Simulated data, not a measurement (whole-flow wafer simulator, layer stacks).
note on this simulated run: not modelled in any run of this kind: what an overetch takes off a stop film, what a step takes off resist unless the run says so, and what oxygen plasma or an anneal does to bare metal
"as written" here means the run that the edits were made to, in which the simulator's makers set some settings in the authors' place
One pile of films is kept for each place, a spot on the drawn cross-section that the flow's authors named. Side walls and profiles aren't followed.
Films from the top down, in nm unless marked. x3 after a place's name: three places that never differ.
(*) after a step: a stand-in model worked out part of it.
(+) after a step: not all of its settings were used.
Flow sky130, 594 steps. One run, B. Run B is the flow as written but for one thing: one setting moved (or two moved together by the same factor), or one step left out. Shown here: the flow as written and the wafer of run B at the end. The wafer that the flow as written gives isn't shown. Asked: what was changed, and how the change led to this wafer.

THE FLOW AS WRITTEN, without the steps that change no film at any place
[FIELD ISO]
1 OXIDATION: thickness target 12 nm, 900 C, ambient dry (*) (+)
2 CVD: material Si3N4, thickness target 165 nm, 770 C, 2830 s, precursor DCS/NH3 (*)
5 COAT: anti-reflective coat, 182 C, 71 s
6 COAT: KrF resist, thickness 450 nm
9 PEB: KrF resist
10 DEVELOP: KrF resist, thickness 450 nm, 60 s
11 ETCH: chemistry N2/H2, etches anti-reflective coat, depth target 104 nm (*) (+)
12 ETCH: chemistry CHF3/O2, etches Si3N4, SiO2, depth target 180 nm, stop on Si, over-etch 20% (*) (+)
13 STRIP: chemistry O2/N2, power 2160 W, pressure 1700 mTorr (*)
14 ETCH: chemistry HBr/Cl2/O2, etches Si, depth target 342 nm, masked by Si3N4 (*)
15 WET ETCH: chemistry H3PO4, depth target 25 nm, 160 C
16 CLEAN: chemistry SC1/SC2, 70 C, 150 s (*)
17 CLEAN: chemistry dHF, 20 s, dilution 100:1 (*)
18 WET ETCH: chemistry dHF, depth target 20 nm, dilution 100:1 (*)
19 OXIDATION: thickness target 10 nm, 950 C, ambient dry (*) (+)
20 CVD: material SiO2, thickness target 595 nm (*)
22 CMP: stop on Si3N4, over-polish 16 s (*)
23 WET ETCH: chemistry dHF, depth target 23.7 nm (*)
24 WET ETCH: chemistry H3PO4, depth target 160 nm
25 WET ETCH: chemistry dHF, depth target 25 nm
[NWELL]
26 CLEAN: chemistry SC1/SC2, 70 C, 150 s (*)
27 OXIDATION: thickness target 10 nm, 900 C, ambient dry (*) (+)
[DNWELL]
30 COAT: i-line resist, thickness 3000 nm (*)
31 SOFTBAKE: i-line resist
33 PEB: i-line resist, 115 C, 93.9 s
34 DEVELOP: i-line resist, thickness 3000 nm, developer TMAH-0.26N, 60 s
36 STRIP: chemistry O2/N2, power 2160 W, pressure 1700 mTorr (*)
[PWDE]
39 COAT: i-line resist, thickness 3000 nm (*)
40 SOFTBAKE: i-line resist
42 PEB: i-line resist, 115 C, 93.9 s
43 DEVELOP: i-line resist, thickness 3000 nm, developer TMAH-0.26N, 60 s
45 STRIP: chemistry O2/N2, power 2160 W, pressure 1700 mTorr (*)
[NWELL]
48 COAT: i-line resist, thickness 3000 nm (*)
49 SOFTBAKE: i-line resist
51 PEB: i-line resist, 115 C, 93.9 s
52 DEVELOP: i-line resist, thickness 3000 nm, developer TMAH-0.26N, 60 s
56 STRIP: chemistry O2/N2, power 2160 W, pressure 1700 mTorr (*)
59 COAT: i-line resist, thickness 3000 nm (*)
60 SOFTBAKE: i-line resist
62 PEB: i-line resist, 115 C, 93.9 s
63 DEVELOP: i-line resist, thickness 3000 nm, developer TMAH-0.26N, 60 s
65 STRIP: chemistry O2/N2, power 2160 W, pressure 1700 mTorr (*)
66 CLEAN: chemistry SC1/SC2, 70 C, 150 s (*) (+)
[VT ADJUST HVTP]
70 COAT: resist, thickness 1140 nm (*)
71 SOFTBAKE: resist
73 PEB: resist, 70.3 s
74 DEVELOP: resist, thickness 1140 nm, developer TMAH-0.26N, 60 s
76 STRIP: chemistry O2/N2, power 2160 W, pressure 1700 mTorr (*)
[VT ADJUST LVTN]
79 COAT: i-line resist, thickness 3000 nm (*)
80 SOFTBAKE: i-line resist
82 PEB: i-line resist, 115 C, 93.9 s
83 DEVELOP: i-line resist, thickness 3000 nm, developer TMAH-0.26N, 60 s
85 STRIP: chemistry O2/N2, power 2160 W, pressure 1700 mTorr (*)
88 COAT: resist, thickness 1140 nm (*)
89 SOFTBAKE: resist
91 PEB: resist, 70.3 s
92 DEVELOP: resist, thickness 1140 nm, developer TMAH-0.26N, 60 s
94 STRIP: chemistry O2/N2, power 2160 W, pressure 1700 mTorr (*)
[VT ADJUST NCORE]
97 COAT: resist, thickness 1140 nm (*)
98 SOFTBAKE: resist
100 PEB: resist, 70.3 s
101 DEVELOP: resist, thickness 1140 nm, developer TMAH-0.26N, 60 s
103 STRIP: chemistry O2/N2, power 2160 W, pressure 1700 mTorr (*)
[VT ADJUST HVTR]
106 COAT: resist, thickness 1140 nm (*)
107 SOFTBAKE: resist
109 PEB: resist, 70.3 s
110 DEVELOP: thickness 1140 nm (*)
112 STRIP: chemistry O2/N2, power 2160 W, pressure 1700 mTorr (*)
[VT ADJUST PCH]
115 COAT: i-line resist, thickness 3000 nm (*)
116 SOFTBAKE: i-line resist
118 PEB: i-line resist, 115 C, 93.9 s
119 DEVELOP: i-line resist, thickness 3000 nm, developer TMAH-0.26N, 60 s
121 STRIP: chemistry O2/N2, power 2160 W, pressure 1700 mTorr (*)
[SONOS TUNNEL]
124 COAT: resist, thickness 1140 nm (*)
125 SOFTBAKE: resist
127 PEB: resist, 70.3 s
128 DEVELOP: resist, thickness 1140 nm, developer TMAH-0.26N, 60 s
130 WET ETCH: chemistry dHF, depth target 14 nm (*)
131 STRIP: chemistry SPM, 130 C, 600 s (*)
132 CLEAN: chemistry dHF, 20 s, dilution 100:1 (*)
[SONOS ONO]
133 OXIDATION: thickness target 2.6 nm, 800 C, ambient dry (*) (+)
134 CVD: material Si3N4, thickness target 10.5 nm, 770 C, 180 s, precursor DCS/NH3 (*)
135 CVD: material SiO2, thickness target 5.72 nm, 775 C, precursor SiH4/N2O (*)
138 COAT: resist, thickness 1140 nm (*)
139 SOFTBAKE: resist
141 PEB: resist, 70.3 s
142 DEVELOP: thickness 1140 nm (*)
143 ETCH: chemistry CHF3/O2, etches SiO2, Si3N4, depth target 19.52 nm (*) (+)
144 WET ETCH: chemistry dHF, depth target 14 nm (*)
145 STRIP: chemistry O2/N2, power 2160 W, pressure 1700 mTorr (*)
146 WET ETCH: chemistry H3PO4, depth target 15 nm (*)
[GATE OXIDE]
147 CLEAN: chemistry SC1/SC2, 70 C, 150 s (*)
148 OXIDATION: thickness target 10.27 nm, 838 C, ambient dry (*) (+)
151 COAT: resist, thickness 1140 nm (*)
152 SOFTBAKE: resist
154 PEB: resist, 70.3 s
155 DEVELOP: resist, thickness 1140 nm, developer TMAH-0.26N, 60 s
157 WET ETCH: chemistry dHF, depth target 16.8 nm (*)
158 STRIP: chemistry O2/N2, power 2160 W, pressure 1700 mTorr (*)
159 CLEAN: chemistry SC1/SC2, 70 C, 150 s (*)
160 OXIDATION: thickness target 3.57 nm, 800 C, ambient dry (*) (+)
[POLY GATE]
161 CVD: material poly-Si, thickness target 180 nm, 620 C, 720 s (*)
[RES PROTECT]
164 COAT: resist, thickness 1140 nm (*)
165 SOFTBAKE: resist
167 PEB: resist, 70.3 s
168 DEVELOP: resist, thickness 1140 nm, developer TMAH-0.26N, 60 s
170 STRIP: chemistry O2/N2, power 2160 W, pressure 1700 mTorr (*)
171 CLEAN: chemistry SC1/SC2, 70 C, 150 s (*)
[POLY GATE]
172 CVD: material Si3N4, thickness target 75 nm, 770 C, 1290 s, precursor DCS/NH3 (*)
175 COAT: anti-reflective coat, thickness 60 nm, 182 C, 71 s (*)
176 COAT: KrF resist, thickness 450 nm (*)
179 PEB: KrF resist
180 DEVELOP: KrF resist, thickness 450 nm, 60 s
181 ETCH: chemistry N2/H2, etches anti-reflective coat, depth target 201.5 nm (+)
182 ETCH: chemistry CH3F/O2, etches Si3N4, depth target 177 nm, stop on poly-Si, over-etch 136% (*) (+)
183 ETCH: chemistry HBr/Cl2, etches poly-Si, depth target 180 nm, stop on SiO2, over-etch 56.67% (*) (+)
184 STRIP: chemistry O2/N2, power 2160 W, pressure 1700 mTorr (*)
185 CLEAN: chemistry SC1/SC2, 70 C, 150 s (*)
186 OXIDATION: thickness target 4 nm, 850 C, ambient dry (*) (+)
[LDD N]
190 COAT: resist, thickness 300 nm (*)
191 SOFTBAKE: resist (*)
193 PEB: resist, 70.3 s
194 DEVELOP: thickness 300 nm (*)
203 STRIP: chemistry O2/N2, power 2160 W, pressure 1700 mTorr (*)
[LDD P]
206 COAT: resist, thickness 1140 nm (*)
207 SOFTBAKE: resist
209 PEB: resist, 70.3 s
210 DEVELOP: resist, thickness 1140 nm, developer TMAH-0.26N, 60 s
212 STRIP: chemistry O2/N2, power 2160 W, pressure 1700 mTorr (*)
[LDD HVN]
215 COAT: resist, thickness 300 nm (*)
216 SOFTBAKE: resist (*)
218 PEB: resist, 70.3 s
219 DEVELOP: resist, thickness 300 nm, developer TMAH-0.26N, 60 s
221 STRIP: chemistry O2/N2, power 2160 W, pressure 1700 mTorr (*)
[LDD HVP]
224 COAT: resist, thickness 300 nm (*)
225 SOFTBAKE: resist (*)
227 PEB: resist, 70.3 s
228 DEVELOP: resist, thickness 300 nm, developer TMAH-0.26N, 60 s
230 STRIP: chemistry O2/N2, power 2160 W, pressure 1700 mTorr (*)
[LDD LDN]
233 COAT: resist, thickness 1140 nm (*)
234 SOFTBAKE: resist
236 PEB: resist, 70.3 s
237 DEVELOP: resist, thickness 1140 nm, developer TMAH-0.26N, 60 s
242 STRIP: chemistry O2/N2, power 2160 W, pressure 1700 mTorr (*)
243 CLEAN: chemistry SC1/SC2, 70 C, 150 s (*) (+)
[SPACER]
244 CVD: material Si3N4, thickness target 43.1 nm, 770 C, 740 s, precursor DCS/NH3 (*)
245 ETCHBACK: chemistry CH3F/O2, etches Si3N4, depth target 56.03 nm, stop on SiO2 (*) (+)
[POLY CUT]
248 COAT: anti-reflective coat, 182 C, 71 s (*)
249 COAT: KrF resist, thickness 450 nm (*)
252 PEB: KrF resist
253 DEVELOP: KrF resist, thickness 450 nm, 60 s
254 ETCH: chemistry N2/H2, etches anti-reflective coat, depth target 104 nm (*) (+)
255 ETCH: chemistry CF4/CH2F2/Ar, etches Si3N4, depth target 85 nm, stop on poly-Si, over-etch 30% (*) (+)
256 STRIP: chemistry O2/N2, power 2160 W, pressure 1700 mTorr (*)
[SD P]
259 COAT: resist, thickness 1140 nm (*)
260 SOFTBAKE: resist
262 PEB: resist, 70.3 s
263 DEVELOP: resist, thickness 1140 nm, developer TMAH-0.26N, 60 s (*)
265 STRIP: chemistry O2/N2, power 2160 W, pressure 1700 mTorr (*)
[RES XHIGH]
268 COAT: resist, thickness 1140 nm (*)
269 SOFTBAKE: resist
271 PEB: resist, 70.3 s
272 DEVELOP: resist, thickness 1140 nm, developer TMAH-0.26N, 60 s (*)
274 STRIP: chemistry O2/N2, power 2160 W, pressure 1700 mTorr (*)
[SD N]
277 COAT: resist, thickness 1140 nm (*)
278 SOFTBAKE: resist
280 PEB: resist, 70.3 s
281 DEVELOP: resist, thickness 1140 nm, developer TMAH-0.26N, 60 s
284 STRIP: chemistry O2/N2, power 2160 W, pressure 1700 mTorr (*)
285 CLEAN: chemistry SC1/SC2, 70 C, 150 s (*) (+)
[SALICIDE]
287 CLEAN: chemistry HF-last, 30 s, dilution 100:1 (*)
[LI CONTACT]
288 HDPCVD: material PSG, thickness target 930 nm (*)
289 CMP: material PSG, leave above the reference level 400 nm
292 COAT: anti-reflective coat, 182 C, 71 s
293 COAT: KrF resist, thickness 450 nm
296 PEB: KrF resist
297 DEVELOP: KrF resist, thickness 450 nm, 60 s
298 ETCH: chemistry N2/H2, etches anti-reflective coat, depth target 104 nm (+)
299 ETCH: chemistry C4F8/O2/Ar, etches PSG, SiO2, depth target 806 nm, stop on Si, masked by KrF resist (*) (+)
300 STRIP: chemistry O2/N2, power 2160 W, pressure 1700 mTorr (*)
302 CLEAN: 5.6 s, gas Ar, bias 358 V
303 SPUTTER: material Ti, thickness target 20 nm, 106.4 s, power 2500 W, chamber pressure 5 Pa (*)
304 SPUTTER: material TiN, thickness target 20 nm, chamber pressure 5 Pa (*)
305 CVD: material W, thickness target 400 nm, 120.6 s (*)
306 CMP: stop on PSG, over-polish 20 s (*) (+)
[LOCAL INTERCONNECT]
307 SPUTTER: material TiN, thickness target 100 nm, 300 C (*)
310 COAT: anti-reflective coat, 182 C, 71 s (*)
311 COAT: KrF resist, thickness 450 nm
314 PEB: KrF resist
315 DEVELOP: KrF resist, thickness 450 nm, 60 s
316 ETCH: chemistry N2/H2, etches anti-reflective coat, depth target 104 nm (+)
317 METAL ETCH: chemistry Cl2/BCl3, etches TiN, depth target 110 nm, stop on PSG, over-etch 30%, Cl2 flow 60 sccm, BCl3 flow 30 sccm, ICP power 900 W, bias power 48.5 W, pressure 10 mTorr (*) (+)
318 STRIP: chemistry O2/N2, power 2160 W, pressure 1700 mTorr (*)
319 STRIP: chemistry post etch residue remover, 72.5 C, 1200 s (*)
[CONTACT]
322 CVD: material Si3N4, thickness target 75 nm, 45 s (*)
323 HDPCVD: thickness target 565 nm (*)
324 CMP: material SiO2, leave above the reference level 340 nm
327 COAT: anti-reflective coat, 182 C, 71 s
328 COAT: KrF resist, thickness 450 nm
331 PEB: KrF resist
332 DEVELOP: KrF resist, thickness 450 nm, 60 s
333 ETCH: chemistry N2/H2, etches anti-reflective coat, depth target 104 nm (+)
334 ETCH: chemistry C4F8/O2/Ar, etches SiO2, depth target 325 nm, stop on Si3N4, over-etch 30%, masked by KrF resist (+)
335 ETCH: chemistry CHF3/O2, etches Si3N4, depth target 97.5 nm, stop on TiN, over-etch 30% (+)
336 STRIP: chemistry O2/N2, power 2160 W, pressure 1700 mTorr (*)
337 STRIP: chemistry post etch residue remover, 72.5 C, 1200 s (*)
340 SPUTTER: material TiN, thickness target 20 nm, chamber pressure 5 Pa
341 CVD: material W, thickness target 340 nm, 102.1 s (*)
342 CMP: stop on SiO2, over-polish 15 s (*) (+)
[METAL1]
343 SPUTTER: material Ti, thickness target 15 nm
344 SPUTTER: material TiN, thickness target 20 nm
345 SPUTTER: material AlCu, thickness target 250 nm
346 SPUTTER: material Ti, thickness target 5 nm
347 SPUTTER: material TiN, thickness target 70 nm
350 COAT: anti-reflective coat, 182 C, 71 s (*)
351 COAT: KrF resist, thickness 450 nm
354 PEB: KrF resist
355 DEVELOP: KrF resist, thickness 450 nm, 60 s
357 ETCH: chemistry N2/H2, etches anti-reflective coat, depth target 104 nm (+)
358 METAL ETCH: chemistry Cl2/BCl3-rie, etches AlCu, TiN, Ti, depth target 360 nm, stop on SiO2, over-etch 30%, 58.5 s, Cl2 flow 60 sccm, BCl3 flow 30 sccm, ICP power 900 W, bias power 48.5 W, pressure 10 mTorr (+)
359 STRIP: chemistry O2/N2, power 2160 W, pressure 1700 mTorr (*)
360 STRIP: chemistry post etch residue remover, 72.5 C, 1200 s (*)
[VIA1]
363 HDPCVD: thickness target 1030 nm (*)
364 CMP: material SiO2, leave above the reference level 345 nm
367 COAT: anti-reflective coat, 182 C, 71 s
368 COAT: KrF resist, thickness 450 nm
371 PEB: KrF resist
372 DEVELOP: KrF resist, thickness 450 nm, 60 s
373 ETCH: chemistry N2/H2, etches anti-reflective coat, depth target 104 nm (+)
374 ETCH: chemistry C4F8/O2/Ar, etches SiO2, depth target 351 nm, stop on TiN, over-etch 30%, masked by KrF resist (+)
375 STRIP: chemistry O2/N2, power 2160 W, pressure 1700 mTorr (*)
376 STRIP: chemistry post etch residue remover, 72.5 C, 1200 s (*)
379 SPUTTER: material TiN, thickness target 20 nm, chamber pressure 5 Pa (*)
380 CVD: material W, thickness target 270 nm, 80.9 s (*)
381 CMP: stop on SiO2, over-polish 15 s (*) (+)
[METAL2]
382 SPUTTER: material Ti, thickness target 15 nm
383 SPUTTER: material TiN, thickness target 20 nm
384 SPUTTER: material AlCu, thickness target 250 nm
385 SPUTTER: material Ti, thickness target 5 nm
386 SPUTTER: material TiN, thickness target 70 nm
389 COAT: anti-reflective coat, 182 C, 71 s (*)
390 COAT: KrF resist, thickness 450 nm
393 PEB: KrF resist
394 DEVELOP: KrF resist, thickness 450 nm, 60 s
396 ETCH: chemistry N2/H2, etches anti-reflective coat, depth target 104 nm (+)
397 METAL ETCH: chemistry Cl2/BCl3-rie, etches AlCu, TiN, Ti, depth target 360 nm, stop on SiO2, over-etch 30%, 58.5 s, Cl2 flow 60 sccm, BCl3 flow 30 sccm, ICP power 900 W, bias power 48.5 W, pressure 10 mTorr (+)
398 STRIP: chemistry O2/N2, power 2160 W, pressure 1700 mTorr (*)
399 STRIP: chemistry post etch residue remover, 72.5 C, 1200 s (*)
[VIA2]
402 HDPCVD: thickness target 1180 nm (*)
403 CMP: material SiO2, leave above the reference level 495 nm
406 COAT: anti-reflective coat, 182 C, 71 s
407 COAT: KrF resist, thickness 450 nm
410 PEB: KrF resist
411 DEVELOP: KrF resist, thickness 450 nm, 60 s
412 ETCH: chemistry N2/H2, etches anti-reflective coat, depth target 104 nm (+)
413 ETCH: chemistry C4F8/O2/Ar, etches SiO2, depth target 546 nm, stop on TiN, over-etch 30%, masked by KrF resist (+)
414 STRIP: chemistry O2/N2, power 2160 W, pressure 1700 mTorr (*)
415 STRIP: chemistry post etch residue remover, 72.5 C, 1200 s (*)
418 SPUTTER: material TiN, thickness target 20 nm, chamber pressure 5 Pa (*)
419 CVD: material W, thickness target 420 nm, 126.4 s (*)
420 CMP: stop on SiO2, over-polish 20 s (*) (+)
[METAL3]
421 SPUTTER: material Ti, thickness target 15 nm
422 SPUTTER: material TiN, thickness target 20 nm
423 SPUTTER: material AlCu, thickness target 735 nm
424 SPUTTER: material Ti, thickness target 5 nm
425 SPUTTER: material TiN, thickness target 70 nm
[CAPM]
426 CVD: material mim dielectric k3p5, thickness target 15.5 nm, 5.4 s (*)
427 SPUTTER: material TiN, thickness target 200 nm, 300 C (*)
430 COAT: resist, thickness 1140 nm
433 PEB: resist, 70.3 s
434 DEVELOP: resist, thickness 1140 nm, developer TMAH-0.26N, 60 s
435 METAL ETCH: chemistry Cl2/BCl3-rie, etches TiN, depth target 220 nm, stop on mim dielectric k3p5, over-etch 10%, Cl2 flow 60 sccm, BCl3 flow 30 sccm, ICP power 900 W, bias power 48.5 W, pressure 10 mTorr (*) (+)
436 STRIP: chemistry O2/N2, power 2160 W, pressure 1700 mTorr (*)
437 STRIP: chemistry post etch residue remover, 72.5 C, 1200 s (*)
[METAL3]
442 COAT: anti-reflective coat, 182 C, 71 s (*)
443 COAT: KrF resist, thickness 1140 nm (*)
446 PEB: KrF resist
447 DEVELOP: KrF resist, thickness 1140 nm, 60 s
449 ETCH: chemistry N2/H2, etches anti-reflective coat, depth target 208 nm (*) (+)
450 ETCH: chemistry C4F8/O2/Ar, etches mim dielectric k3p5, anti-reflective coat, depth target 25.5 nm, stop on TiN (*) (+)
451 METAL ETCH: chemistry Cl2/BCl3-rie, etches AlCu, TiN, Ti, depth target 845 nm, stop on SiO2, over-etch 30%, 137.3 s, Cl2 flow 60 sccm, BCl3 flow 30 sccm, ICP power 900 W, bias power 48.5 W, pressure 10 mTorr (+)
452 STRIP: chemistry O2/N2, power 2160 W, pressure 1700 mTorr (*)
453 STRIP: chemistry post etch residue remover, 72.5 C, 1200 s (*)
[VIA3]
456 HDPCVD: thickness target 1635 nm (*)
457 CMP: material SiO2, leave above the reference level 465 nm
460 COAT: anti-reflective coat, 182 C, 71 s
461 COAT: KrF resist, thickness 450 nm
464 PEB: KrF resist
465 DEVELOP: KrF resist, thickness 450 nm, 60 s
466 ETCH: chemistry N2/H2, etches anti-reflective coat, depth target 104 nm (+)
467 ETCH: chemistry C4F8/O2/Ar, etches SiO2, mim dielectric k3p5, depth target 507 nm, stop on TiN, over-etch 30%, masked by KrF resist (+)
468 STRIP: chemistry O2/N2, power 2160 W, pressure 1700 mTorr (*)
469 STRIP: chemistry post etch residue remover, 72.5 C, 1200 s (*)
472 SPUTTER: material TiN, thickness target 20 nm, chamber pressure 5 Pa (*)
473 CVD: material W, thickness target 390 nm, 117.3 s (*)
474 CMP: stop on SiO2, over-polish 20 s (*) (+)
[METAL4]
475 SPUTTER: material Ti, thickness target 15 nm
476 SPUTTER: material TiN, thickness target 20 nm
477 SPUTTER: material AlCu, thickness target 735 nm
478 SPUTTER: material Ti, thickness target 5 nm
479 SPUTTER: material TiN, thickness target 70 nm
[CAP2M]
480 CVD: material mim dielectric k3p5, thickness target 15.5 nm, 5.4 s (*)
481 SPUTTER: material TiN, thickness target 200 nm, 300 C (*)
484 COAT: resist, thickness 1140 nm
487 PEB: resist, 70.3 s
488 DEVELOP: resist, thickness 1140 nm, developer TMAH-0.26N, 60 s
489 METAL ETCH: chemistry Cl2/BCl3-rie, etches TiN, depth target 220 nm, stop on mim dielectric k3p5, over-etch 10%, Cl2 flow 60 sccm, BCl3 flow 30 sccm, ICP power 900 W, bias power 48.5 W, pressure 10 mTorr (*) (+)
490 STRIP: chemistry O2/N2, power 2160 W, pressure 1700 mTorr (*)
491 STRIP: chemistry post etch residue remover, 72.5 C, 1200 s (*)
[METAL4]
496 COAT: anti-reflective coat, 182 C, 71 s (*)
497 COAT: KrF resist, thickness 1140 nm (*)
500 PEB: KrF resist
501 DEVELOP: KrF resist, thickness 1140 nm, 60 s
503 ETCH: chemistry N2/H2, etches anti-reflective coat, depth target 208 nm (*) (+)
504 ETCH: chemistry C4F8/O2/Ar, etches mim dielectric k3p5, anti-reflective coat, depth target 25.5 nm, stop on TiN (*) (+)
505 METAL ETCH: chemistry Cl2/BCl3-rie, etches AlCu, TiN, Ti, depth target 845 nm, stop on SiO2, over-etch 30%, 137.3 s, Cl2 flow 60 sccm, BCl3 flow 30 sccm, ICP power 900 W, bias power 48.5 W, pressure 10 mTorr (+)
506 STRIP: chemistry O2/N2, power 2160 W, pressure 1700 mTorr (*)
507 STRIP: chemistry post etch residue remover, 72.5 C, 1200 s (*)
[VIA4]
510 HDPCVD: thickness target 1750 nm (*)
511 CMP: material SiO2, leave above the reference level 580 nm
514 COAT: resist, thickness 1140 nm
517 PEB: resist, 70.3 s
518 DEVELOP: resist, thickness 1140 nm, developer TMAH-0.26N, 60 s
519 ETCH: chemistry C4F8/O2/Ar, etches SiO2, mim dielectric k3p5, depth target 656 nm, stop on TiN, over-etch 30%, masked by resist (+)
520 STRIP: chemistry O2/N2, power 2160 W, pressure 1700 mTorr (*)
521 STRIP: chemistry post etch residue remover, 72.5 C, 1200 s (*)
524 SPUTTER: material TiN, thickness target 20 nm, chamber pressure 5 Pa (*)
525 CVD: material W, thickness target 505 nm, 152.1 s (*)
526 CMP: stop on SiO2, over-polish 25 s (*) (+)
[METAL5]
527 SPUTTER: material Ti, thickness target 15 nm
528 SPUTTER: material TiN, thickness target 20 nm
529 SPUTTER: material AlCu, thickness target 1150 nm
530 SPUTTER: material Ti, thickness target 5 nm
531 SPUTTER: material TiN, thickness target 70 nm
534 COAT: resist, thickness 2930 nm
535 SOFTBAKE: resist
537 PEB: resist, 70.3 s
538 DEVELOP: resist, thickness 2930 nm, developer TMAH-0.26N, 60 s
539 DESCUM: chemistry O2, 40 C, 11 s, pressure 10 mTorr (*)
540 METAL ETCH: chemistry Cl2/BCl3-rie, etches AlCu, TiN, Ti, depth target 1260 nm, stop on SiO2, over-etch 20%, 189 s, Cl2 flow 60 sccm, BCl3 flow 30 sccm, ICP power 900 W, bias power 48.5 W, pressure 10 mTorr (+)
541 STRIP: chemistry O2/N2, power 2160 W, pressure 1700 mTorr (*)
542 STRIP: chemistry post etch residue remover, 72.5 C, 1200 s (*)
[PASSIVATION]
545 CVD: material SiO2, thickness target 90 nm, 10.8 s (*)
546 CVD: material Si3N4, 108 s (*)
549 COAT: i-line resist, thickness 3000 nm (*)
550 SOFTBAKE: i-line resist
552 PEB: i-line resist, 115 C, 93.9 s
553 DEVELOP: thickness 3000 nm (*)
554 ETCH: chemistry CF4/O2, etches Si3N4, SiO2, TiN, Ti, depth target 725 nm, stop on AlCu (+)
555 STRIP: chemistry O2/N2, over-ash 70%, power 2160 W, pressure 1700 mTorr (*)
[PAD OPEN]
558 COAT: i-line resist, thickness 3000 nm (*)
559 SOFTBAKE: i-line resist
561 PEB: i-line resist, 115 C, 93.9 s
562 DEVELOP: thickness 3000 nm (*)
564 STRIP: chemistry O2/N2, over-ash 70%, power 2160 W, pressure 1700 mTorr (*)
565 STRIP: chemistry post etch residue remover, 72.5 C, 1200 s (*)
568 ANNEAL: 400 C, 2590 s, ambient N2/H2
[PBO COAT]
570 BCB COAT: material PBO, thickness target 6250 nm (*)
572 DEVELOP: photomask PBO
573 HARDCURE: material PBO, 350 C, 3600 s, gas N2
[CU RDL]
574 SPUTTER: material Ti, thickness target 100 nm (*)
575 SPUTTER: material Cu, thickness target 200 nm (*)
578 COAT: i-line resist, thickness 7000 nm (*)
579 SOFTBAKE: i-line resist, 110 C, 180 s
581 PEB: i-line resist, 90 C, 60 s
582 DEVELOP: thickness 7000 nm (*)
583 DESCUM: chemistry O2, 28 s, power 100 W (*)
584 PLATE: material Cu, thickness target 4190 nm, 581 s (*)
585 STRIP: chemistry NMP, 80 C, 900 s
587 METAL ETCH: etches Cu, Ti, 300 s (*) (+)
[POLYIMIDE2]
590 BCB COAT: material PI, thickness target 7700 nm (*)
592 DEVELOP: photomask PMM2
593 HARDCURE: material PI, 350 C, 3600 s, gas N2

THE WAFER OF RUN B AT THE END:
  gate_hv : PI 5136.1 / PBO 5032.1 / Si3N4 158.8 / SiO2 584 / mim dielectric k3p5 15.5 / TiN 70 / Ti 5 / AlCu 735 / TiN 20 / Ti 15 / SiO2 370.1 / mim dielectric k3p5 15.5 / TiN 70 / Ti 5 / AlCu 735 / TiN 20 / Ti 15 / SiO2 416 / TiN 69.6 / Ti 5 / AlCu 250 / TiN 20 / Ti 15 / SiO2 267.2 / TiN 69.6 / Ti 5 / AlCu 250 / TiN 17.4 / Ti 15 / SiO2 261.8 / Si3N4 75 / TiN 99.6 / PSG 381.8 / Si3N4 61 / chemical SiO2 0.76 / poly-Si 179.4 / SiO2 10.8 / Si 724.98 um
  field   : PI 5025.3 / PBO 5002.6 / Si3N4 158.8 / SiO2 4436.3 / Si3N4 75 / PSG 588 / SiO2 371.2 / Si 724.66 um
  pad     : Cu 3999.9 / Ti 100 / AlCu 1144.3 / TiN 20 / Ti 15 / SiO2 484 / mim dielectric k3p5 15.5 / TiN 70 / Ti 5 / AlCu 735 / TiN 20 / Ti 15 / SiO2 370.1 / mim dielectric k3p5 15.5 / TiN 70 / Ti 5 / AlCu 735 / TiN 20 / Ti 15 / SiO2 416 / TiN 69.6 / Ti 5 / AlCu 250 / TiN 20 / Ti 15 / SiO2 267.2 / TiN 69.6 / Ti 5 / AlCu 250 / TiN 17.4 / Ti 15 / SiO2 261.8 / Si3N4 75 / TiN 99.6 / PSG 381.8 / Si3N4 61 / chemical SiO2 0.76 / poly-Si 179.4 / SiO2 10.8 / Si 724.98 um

The cause: step 344, SPUTTER: thickness target 17.4 nm was run, where the flow has thickness target 20 nm.
It can be read off the wafer: gate_hv has TiN 17.4, and step 344 as written asks for 20 nm.

How the change led to this, step by step:
  344 SPUTTER: material TiN, thickness target 20 nm
      field, active, n_well and 188 more: TiN +17.4 (new film) (as written it would be: TiN +20 (new film))
  358 METAL ETCH: chemistry Cl2/BCl3-rie, etches AlCu, TiN, Ti, depth target 360 nm, stop on SiO2, over-etch 30%, 58.5 s, Cl2 flow 60 sccm, BCl3 flow 30 sccm, ICP power 900 W, bias power 48.5 W, pressure 10 mTorr (+)
      field, active, gate and 81 more: TiN -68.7 (all of it), Ti -5 (all of it), AlCu -250 (all of it), TiN -17.4 (all of it), Ti -15 (all of it), SiO2 -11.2 (as written it would be: TiN -68.7 (all of it), Ti -5 (all of it), AlCu -250 (all of it), TiN -20 (all of it), Ti -15 (all of it), SiO2 -10.9)
